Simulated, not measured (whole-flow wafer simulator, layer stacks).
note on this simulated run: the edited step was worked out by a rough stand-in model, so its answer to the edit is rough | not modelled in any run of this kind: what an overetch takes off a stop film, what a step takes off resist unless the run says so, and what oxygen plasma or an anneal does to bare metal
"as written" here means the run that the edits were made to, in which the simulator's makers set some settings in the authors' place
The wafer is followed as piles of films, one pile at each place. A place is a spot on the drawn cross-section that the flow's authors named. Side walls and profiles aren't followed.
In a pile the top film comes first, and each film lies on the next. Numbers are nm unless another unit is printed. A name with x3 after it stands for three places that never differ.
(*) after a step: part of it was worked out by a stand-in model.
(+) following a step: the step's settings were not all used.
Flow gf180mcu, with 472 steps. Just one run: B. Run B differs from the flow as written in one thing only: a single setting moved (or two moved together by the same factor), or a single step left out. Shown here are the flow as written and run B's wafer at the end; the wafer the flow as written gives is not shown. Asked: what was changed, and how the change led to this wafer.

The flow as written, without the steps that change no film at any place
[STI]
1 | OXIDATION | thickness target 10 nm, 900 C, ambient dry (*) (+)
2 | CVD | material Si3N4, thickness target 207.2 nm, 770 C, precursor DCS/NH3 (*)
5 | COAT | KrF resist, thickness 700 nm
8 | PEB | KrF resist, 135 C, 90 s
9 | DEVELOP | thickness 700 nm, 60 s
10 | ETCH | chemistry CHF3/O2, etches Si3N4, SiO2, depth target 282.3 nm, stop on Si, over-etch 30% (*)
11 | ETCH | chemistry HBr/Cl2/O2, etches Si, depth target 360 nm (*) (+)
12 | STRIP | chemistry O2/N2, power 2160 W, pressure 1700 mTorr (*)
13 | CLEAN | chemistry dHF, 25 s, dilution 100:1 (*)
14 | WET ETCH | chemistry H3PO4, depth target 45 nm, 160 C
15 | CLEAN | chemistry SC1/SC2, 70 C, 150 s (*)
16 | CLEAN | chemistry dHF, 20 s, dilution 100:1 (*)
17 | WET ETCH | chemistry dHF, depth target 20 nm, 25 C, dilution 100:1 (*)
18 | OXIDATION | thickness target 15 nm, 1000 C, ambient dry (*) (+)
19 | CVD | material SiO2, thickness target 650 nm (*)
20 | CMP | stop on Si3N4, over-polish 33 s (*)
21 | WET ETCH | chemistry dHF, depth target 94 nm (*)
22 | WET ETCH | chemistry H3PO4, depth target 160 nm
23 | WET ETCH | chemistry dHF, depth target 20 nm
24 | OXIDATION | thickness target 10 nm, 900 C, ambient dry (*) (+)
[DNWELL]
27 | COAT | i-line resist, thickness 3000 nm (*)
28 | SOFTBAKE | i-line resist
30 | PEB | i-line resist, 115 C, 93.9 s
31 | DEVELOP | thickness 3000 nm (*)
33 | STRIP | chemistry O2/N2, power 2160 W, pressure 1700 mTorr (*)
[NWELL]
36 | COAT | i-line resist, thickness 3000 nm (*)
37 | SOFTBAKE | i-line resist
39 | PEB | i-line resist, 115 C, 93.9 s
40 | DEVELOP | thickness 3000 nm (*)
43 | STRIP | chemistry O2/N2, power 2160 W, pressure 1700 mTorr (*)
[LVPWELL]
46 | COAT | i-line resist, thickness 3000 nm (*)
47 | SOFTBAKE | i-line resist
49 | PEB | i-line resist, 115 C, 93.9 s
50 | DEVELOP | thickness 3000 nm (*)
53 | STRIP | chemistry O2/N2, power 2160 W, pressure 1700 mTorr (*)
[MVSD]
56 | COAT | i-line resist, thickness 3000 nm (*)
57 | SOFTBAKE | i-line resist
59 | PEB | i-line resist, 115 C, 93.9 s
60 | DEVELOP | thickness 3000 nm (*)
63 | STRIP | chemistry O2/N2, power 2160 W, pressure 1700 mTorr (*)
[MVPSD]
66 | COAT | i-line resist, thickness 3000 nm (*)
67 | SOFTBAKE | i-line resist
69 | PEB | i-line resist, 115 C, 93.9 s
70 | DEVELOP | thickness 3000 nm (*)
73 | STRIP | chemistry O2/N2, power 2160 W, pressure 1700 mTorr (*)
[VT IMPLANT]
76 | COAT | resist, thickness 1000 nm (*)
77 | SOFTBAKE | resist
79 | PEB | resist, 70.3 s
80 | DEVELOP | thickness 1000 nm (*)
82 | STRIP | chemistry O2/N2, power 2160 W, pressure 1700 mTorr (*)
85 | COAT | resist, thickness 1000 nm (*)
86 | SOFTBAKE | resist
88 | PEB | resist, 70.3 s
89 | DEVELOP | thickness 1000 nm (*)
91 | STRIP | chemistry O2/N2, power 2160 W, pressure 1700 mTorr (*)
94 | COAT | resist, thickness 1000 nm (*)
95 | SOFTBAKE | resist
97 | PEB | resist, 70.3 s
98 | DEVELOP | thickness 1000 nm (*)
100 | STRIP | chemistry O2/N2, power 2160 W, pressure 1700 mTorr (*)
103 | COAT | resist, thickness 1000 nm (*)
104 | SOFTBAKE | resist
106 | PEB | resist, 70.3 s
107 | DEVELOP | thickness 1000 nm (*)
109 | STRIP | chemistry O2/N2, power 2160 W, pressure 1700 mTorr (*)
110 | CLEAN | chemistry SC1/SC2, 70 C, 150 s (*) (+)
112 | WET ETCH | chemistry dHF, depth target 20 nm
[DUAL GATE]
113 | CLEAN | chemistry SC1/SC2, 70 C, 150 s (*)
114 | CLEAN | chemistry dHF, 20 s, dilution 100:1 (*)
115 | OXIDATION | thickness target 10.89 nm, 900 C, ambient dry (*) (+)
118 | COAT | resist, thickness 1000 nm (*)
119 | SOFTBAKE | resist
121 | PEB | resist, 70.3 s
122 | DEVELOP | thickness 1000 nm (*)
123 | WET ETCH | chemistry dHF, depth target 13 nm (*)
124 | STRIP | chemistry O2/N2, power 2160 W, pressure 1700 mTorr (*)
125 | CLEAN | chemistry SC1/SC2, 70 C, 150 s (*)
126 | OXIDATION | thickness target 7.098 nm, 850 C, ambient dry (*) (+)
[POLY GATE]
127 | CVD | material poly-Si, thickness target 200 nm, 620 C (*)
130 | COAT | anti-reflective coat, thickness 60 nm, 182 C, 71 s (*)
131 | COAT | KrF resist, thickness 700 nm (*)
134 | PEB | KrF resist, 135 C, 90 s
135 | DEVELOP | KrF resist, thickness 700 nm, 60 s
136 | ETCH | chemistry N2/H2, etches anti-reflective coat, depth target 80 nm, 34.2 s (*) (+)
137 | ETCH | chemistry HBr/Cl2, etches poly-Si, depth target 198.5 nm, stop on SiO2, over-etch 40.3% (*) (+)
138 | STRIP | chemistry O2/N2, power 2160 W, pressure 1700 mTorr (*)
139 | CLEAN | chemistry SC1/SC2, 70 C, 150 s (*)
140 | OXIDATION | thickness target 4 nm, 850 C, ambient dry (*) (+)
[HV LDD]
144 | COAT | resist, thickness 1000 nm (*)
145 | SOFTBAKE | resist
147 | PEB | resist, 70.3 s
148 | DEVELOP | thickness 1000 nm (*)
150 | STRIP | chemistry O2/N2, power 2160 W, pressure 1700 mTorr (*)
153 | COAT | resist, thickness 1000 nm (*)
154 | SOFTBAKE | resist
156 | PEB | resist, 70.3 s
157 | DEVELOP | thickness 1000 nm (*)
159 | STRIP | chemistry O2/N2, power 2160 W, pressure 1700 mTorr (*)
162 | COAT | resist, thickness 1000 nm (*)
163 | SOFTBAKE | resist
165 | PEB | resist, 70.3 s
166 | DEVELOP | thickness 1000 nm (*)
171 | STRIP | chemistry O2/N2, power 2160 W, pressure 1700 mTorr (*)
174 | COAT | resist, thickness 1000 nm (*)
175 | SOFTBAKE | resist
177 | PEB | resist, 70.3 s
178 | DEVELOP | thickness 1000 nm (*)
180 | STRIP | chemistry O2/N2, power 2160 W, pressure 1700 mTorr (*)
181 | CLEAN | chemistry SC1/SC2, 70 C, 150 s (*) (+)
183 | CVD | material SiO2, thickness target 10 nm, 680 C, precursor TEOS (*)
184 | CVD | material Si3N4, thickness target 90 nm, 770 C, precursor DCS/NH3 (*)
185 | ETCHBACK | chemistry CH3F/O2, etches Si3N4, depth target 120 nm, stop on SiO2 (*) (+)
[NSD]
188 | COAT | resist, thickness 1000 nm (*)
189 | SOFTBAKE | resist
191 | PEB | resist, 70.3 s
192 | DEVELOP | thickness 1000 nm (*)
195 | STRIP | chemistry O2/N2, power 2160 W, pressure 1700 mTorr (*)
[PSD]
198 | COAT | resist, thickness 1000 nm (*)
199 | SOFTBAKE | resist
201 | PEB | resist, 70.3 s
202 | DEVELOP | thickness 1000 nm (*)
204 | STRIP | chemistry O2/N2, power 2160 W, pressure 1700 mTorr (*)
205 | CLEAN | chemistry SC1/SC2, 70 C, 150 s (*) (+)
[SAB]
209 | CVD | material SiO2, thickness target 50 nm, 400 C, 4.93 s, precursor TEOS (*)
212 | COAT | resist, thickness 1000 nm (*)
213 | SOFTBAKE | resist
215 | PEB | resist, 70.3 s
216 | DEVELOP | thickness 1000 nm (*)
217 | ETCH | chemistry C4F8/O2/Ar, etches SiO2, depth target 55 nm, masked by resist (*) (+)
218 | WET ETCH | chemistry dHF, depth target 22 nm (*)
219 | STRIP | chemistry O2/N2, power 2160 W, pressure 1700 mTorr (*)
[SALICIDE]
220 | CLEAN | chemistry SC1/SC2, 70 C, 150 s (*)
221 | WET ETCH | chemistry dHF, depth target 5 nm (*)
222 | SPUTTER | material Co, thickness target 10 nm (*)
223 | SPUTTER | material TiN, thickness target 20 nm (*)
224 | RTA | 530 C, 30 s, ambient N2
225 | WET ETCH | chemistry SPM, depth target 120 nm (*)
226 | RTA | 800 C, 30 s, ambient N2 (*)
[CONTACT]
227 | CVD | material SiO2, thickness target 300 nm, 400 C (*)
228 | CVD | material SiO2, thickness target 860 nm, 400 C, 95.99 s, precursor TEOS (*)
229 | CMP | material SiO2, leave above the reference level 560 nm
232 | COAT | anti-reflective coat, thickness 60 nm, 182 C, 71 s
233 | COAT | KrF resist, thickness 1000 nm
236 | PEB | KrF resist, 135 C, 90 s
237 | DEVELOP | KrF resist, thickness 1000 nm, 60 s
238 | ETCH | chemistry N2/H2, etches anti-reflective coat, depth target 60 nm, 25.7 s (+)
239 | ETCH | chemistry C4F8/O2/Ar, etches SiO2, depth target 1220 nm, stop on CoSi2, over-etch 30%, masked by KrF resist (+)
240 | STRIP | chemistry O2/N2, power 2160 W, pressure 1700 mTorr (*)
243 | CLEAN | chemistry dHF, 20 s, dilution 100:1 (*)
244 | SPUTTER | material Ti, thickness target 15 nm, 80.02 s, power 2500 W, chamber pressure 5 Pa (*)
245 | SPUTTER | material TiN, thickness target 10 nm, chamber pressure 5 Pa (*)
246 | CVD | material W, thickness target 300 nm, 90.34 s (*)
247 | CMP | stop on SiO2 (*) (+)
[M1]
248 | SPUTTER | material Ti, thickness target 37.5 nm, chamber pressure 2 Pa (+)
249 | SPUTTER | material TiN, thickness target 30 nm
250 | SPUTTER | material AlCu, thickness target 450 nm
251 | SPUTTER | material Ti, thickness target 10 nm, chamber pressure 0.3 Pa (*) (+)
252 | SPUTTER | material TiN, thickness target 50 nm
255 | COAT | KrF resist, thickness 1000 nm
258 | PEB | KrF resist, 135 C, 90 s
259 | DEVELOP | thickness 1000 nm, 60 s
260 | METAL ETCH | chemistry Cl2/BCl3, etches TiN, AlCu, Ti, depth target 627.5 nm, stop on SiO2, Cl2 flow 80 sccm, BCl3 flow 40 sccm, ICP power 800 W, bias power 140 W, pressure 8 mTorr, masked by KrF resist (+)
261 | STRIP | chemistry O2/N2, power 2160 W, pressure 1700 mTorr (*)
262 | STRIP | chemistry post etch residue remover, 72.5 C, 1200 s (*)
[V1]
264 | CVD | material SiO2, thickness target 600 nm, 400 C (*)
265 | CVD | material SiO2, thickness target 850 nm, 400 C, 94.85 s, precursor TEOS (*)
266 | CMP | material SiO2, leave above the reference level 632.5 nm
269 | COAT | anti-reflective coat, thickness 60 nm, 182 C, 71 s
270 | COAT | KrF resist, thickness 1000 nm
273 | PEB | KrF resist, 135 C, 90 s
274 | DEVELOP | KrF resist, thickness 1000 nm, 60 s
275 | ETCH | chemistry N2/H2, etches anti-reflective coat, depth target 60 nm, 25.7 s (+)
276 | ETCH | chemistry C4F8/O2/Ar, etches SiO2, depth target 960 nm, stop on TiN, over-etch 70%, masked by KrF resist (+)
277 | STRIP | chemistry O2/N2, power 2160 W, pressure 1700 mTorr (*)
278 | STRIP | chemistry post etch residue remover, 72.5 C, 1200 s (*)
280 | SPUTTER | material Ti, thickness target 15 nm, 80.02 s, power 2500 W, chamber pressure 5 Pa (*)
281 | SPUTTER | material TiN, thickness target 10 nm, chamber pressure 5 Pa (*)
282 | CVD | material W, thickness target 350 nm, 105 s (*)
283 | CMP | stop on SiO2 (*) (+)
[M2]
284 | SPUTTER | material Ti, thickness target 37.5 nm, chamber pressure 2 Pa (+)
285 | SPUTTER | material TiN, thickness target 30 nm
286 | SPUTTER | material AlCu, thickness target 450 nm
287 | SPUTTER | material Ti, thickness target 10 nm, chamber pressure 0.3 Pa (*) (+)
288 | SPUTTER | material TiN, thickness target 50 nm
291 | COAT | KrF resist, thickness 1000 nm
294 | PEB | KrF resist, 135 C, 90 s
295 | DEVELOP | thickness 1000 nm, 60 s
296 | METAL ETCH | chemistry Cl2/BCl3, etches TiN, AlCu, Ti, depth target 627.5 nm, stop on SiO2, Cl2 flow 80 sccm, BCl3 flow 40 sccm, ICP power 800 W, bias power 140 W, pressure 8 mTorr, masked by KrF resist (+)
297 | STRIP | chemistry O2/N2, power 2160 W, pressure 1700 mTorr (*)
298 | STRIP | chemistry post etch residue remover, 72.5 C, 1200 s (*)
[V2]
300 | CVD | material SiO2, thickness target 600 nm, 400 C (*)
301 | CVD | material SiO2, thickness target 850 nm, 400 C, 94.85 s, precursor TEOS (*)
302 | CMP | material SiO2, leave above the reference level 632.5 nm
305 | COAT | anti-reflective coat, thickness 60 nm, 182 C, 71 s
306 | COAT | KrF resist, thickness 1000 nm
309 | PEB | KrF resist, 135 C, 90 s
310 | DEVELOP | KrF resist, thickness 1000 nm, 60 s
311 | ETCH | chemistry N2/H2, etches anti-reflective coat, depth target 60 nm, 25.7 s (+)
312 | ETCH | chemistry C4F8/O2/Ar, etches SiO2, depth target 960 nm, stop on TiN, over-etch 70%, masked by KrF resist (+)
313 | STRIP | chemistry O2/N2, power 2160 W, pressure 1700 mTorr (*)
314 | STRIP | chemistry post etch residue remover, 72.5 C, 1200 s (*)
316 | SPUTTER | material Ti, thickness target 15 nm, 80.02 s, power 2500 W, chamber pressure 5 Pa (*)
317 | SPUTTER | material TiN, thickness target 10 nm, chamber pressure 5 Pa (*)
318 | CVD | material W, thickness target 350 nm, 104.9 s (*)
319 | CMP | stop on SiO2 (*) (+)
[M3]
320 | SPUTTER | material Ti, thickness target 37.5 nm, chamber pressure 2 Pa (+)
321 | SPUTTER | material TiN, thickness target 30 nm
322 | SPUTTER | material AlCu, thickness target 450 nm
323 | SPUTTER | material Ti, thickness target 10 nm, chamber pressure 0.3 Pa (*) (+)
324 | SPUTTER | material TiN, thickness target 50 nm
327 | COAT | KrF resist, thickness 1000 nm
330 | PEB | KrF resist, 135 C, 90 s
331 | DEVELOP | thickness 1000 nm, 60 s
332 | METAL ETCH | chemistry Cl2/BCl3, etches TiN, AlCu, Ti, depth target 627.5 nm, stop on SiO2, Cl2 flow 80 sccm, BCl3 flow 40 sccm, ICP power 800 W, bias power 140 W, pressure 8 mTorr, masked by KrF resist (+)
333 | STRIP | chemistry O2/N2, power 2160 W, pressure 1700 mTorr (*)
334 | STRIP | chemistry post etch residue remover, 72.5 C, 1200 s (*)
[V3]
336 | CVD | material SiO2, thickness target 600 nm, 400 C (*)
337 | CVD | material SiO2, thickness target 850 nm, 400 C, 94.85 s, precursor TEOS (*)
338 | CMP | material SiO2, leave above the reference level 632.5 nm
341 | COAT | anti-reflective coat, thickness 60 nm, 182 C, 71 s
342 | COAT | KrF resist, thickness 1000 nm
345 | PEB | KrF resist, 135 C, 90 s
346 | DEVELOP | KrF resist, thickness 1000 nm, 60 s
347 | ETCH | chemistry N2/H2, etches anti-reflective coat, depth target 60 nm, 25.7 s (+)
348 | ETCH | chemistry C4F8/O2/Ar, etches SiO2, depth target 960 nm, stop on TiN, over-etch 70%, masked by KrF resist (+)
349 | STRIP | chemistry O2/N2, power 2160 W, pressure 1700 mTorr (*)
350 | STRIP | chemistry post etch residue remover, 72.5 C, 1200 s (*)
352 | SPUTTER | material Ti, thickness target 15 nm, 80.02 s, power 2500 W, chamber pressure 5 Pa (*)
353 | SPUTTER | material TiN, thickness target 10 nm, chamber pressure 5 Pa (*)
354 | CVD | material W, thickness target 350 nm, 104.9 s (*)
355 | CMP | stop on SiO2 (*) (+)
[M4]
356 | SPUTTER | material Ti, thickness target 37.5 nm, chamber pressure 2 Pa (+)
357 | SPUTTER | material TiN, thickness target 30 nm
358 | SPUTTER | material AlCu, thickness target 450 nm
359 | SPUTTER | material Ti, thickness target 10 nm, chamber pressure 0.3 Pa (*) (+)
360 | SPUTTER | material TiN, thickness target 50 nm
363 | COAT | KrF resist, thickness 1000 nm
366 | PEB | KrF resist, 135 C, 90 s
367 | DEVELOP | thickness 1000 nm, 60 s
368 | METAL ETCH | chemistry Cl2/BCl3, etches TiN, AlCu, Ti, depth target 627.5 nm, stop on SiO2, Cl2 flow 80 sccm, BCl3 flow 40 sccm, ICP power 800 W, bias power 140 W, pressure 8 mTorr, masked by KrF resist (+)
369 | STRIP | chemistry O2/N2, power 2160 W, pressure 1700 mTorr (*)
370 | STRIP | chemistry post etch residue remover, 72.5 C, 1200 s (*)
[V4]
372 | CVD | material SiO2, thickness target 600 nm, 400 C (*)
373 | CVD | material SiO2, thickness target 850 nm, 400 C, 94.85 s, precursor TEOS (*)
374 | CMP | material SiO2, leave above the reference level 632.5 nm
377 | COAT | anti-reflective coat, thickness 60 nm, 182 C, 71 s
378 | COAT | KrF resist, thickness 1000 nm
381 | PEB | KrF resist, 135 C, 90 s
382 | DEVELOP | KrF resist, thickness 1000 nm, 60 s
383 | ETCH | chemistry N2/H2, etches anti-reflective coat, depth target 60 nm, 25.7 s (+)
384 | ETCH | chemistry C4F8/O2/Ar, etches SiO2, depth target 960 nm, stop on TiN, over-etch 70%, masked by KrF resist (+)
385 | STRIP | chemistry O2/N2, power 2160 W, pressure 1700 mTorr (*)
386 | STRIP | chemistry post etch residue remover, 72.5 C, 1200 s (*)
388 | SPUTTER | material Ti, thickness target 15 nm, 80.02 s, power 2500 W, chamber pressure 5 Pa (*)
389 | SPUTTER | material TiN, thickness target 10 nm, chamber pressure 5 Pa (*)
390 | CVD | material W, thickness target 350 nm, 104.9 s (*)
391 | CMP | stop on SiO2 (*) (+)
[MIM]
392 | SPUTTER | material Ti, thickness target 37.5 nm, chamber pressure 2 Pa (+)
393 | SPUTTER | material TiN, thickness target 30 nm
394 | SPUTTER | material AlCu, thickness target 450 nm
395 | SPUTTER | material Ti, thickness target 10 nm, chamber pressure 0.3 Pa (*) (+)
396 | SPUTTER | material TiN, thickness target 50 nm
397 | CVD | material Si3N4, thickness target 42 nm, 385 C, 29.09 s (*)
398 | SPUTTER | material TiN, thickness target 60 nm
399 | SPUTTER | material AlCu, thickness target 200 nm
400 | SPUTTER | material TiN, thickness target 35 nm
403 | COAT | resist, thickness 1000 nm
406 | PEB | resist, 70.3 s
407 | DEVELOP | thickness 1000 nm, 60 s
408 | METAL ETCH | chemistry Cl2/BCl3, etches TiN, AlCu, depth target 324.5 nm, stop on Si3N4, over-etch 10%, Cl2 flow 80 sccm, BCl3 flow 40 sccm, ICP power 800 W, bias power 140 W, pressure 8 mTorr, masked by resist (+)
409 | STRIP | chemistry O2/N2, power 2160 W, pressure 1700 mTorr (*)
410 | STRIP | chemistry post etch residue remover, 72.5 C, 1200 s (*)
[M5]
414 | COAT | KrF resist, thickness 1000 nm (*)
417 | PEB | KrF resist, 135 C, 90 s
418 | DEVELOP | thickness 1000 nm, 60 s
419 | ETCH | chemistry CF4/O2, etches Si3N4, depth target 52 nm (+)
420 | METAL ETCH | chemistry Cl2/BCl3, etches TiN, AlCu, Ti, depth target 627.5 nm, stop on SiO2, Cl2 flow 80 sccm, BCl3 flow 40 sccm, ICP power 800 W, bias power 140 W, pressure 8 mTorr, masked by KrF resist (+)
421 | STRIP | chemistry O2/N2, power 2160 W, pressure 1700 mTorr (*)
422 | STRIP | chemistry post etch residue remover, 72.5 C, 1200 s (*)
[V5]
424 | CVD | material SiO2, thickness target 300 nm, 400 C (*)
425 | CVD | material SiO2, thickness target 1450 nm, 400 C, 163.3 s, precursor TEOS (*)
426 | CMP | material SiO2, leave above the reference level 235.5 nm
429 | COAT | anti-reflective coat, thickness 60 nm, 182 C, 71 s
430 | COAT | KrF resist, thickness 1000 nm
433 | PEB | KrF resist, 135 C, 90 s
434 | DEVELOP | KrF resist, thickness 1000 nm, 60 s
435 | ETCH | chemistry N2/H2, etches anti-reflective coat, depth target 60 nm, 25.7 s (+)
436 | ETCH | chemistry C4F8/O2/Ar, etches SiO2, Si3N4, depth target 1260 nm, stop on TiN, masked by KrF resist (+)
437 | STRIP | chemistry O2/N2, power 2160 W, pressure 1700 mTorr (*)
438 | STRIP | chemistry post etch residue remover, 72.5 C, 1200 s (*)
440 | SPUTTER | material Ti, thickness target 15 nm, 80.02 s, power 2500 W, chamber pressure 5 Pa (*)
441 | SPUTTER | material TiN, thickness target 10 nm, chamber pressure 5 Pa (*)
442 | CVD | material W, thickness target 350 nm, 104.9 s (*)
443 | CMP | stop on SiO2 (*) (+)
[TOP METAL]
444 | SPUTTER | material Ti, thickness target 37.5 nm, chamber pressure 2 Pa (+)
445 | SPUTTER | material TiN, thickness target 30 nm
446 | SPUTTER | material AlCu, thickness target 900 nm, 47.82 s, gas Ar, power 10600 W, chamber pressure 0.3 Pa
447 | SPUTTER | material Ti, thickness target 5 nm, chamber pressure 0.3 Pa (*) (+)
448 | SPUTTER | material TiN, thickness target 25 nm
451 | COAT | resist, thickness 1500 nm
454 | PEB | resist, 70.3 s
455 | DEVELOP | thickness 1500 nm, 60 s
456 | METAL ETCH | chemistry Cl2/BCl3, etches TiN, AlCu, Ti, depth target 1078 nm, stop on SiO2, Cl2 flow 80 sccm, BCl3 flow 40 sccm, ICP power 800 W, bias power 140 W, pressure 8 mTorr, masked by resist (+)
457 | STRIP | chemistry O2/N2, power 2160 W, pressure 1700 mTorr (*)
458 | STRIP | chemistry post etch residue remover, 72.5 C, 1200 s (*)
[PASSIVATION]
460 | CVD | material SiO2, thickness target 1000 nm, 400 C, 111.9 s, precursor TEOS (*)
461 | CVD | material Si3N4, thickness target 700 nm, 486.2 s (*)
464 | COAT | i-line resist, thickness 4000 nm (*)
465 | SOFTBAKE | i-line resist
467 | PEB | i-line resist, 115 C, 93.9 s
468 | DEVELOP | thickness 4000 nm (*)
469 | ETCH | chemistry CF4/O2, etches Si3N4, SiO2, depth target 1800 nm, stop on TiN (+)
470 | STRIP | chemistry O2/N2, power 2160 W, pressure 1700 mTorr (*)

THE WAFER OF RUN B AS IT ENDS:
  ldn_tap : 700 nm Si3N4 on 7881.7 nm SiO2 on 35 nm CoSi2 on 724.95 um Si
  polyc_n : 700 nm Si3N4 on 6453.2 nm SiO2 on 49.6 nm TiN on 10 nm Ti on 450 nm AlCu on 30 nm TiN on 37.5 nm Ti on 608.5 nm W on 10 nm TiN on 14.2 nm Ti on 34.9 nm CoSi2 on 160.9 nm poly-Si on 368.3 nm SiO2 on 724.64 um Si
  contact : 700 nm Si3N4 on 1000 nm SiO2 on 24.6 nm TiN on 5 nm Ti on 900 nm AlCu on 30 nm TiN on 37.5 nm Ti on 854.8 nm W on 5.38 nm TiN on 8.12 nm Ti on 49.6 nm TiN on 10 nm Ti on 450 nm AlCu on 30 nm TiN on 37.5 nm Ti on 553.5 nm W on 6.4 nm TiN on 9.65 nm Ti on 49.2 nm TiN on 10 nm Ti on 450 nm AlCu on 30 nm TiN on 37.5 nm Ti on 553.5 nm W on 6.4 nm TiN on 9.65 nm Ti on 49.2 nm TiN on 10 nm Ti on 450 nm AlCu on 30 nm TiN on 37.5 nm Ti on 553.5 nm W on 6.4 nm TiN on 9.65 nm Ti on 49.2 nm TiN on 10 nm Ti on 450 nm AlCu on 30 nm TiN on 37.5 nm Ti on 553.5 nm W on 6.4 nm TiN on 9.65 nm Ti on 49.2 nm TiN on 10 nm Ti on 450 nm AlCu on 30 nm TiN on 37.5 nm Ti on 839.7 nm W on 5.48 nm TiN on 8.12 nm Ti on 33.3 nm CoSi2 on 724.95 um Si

Cause: step 244, SPUTTER: 76.02 s was run, though the flow has 80.02 s.

Step by step, how the change led to this:
  244 | SPUTTER | material Ti, thickness target 15 nm, 80.02 s, power 2500 W, chamber pressure 5 Pa (*)
      field, field__w1, field__w2 and 107 more: +14.2 Ti (new film) (it would be, as written: +15 Ti (new film))
  247 | CMP | stop on SiO2 (*) (+)
      field, field__w1, field__w2 and 105 more: -300 W (all of it), -10 TiN (all of it), -14.2 Ti (all of it), -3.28 SiO2 (it would be, as written: -300 W (all of it), -10 TiN (all of it), -15 Ti (all of it), -3.29 SiO2)
